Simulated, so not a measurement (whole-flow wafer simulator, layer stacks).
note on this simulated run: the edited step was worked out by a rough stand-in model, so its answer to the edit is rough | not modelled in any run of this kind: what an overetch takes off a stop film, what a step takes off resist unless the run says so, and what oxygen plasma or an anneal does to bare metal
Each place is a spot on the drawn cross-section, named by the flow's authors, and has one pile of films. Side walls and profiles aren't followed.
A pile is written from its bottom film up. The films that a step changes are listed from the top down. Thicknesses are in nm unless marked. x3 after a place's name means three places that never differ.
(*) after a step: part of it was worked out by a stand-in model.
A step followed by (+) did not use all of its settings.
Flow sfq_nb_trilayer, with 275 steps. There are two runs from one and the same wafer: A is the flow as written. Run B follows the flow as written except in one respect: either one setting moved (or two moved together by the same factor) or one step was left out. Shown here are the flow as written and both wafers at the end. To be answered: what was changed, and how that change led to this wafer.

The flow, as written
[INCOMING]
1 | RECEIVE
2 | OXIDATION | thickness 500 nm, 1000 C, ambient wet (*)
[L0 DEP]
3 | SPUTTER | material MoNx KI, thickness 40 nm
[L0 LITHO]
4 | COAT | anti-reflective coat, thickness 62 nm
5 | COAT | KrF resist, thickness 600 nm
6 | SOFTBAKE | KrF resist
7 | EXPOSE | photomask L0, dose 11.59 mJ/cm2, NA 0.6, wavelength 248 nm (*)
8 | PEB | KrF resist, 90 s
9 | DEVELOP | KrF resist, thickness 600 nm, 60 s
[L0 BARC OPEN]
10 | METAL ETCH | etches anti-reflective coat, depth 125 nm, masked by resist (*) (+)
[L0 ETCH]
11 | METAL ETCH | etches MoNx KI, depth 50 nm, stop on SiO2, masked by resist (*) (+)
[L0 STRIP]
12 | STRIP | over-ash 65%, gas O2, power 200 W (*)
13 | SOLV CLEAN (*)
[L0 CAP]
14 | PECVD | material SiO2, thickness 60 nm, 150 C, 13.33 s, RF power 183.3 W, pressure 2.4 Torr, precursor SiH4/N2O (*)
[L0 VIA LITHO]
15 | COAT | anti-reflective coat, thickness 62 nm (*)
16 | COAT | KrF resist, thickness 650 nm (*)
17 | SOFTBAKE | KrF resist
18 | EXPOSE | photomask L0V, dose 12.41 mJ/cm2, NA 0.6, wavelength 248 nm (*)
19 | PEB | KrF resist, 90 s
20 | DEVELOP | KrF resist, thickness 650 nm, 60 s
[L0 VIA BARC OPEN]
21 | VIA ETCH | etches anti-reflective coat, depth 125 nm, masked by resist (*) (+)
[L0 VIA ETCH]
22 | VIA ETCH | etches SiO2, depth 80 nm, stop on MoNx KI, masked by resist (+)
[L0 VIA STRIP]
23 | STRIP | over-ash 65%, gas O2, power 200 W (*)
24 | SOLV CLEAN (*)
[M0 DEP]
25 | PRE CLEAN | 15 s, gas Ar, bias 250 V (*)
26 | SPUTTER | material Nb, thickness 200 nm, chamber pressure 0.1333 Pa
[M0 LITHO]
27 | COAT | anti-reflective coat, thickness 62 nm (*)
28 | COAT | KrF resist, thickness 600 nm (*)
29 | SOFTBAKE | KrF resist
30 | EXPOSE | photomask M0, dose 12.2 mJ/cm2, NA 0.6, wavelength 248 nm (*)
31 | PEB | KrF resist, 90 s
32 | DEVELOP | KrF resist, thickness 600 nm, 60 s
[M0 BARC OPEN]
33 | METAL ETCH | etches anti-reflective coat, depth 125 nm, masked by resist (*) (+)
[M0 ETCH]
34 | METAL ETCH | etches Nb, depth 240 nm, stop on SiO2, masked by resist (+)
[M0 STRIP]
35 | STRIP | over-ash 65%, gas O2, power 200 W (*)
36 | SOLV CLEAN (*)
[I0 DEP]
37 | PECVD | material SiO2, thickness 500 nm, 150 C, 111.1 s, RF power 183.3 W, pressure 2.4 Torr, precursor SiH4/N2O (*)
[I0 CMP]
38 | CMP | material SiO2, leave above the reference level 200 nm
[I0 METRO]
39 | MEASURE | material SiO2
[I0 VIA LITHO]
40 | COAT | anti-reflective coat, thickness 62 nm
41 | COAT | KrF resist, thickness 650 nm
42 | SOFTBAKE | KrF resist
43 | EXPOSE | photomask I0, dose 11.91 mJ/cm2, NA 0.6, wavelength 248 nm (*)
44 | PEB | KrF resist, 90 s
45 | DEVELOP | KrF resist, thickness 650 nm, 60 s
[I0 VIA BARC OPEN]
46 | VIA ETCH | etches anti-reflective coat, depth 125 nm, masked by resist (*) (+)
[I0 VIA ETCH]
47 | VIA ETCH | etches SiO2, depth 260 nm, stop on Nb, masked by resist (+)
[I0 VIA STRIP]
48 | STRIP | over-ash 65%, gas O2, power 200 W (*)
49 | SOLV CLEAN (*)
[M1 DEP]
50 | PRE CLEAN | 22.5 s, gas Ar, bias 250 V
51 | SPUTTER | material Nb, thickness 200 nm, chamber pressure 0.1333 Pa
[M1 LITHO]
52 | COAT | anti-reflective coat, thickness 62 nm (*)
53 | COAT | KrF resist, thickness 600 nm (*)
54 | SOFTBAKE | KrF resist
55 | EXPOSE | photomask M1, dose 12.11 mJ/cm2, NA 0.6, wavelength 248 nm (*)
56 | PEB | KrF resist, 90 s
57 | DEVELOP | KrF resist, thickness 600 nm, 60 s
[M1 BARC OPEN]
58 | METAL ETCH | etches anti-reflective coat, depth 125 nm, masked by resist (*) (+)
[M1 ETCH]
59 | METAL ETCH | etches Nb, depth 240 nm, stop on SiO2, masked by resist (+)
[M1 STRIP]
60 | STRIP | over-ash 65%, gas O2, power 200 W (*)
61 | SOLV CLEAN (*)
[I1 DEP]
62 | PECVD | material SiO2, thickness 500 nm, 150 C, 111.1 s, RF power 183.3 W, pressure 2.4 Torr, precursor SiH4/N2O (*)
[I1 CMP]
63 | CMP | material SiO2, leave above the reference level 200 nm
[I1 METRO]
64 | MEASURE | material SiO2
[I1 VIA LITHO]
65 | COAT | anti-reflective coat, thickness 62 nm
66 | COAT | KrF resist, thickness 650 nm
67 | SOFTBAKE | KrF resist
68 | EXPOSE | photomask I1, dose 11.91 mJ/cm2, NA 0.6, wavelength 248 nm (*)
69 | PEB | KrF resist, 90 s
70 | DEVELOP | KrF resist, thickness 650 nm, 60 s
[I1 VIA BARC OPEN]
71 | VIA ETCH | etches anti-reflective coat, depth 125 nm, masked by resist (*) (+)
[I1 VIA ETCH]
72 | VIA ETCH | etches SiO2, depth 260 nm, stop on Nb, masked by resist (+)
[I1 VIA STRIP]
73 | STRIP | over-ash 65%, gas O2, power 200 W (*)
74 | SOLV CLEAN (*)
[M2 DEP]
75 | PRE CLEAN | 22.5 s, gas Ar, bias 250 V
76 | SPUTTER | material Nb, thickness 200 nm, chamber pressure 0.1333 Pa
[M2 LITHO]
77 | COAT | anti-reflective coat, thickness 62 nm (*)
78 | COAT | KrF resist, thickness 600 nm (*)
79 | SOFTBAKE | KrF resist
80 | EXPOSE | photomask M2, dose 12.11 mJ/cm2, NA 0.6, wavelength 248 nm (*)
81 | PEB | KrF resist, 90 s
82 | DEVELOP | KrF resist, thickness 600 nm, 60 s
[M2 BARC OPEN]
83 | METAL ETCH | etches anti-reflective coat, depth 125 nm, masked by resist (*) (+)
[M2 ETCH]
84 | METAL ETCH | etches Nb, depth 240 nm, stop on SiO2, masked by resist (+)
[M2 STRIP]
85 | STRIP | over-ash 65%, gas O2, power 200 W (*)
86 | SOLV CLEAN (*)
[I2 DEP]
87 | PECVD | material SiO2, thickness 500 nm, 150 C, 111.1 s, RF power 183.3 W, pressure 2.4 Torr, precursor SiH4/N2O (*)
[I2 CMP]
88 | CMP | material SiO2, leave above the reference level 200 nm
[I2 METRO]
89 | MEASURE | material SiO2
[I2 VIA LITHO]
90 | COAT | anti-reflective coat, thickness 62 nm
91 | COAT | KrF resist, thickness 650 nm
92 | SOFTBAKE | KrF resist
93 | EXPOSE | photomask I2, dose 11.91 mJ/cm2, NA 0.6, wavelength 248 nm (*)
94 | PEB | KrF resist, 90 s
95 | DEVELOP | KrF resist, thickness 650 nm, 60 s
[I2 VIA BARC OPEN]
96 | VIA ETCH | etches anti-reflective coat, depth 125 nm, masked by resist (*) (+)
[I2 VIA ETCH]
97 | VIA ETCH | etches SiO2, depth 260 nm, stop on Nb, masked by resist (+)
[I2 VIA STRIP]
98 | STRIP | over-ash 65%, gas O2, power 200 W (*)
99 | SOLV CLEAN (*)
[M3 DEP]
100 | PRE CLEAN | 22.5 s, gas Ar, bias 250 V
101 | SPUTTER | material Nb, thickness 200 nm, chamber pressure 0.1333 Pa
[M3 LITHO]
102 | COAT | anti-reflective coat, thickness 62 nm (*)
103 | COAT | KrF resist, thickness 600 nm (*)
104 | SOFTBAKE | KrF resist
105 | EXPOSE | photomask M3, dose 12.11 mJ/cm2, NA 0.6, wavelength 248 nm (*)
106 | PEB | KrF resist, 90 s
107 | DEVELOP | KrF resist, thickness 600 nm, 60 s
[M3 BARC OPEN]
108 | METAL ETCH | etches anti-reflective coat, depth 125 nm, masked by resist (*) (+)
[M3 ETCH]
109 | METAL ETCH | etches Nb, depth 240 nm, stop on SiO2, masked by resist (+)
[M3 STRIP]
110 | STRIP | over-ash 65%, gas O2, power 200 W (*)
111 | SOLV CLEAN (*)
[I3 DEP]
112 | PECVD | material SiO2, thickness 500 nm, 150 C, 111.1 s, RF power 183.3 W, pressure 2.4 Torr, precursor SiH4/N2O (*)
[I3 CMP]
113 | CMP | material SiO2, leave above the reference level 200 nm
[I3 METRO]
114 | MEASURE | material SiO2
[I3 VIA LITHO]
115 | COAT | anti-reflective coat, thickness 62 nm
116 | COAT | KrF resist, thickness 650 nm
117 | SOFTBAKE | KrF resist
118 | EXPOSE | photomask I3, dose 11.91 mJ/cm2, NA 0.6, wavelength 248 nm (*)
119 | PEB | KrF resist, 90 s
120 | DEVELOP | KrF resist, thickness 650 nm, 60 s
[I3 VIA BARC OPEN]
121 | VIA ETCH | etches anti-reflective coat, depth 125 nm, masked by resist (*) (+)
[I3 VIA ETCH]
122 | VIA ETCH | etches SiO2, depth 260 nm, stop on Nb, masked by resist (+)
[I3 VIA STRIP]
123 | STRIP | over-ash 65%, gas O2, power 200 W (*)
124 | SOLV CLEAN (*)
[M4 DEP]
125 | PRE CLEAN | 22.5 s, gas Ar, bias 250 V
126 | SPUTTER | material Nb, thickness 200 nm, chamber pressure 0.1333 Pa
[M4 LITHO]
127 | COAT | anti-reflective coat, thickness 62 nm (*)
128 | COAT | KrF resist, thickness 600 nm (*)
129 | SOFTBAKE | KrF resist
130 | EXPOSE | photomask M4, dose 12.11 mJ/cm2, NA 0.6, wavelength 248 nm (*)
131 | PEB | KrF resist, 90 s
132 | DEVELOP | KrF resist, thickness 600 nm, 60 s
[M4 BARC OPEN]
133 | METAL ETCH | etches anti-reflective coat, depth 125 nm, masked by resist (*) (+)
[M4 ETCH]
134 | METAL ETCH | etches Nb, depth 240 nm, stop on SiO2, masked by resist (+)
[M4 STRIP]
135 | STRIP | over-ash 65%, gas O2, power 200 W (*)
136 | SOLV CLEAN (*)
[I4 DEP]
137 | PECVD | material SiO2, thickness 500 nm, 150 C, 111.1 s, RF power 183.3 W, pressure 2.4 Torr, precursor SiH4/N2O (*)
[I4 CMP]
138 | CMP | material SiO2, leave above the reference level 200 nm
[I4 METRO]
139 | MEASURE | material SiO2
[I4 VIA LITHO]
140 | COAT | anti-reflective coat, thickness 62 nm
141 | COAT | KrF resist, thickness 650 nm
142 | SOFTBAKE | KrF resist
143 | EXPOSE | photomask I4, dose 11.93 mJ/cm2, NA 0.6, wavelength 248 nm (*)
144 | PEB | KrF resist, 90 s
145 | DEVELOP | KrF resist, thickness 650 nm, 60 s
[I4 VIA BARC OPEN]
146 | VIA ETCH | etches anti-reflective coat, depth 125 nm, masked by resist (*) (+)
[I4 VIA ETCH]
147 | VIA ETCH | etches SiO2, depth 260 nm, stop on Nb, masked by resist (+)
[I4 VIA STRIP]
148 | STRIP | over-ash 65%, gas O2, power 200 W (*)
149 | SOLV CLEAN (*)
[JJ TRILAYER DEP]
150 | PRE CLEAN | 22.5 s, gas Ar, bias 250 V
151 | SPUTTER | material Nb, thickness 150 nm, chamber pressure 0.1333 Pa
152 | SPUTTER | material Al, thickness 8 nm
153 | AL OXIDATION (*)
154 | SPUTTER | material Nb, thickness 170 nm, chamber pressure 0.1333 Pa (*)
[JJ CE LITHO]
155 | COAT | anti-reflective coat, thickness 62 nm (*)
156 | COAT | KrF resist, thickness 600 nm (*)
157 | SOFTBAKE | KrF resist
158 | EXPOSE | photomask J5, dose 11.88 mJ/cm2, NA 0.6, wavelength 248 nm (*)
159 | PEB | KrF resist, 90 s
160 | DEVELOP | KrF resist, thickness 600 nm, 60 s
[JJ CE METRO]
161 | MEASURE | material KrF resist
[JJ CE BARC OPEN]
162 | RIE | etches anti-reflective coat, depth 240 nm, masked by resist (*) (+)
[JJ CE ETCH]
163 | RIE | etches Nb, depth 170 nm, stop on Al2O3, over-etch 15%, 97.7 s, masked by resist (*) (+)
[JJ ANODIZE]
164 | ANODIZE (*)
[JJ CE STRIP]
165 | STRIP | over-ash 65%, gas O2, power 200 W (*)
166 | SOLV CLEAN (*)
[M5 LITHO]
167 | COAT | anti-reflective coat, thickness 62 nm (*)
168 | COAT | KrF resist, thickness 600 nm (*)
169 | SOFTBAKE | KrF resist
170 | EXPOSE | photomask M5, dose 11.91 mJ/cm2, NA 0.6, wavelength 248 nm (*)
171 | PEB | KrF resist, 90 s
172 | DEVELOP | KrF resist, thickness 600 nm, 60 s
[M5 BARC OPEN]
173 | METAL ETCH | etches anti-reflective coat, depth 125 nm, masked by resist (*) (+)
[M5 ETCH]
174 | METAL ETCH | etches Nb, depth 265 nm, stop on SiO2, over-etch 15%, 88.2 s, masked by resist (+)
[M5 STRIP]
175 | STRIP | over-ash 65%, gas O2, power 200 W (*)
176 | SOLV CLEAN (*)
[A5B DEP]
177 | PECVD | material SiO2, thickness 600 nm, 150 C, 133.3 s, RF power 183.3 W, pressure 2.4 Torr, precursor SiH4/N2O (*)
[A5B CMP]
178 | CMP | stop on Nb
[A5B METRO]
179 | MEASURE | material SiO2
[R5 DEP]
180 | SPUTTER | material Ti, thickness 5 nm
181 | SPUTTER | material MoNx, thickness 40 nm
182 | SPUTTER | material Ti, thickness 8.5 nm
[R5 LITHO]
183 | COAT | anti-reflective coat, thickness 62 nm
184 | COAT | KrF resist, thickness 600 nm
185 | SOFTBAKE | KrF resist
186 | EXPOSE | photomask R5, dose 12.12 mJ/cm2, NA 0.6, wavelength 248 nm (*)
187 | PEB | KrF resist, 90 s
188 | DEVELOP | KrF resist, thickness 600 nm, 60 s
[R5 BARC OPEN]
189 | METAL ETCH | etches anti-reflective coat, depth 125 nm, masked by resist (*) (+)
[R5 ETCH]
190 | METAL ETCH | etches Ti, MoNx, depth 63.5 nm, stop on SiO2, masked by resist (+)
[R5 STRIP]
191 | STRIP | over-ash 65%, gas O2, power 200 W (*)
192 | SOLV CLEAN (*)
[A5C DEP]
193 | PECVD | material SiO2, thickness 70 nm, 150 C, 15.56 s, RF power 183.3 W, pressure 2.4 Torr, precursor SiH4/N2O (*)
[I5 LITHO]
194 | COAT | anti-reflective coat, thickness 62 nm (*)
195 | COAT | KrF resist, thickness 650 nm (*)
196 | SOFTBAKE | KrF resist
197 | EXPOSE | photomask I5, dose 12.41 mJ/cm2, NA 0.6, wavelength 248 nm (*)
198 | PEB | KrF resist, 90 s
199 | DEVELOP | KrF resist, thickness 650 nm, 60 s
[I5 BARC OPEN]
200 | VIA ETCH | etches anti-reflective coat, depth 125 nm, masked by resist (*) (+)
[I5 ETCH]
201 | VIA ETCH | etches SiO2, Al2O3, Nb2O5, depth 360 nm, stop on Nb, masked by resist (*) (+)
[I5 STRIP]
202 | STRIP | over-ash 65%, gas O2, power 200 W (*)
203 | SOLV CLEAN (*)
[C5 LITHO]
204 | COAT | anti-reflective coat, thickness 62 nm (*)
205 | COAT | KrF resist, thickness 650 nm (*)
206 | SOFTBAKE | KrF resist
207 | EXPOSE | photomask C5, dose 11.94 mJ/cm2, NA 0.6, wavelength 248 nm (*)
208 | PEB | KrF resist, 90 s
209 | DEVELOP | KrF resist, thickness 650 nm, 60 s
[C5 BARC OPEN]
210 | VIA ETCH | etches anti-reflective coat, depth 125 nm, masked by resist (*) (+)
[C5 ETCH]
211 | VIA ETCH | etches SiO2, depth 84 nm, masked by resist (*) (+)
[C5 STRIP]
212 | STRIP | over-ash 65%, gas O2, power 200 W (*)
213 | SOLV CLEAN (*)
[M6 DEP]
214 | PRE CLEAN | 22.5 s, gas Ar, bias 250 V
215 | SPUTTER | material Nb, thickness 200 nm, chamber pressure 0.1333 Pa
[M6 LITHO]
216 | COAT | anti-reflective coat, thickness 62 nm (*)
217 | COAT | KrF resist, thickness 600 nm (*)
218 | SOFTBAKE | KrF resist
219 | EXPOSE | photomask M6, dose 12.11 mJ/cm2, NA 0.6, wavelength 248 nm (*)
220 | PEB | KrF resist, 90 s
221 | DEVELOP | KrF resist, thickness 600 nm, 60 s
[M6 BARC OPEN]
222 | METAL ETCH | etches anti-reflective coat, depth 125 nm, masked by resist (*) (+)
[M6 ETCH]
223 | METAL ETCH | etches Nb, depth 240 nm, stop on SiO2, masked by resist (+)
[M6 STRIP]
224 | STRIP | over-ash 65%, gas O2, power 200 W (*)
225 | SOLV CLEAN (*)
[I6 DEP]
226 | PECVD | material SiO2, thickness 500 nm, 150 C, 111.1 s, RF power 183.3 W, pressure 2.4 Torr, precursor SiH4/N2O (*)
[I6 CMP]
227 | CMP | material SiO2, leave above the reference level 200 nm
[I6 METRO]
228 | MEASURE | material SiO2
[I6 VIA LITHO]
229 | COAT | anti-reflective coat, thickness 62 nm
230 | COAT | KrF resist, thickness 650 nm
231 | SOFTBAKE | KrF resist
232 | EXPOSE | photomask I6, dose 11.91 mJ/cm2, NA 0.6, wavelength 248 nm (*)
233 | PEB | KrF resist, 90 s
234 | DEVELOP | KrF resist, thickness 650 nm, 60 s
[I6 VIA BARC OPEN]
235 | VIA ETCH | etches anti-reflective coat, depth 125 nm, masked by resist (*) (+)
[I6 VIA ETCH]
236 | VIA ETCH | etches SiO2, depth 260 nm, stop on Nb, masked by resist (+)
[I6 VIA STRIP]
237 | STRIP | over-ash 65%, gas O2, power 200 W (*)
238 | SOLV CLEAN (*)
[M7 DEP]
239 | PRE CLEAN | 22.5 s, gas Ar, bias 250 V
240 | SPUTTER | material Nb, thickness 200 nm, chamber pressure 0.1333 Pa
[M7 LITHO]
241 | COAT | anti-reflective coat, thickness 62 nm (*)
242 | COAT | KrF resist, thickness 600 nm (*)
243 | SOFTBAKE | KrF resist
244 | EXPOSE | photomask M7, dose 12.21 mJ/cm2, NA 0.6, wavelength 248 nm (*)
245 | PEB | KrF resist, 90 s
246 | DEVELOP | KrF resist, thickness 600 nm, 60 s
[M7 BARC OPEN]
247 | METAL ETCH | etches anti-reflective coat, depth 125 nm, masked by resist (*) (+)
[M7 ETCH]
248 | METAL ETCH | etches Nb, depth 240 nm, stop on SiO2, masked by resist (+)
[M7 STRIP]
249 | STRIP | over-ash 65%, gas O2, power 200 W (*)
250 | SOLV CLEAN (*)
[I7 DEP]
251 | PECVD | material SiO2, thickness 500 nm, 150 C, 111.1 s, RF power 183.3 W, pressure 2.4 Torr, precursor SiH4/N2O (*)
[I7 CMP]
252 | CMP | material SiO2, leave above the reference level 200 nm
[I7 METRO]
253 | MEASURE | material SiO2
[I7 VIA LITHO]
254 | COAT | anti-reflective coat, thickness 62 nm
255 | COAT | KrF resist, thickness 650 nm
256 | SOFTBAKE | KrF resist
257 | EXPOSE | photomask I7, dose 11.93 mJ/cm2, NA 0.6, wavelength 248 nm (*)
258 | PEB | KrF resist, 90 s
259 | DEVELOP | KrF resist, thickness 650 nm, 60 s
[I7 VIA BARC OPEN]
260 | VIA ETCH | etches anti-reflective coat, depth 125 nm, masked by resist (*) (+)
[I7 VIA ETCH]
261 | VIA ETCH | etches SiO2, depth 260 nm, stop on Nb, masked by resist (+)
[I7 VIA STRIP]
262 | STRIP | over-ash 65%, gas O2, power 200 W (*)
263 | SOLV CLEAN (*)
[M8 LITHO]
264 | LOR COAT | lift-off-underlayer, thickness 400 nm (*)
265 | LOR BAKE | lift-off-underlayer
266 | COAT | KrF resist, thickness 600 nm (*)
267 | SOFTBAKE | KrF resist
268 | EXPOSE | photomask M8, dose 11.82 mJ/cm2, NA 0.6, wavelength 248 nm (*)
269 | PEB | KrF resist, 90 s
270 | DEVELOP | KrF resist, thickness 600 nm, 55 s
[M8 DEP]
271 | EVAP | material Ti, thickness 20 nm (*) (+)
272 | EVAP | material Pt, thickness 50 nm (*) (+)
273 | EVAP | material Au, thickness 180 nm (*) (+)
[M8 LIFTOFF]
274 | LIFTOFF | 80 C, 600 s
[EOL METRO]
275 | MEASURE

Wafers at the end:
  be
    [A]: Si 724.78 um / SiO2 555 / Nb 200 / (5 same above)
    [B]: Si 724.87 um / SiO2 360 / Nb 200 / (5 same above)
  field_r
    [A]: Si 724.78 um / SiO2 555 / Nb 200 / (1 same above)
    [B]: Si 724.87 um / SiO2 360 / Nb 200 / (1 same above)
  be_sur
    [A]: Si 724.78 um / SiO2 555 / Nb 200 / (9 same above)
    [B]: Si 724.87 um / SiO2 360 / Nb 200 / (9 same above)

Cause: step 2, OXIDATION: thickness 305 nm was run, though the flow has thickness 500 nm.

The path from the change to this, step by step:
  2 | OXIDATION | thickness 500 nm, 1000 C, ambient wet (*)
      field_l, v_sur, via_wl and 103 more: A SiO2 gains 500 (new film), chemical SiO2 loses 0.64 (all of it), Si loses 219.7 | B SiO2 gains 305 (new film), chemical SiO2 loses 0.64 (all of it), Si loses 133.9
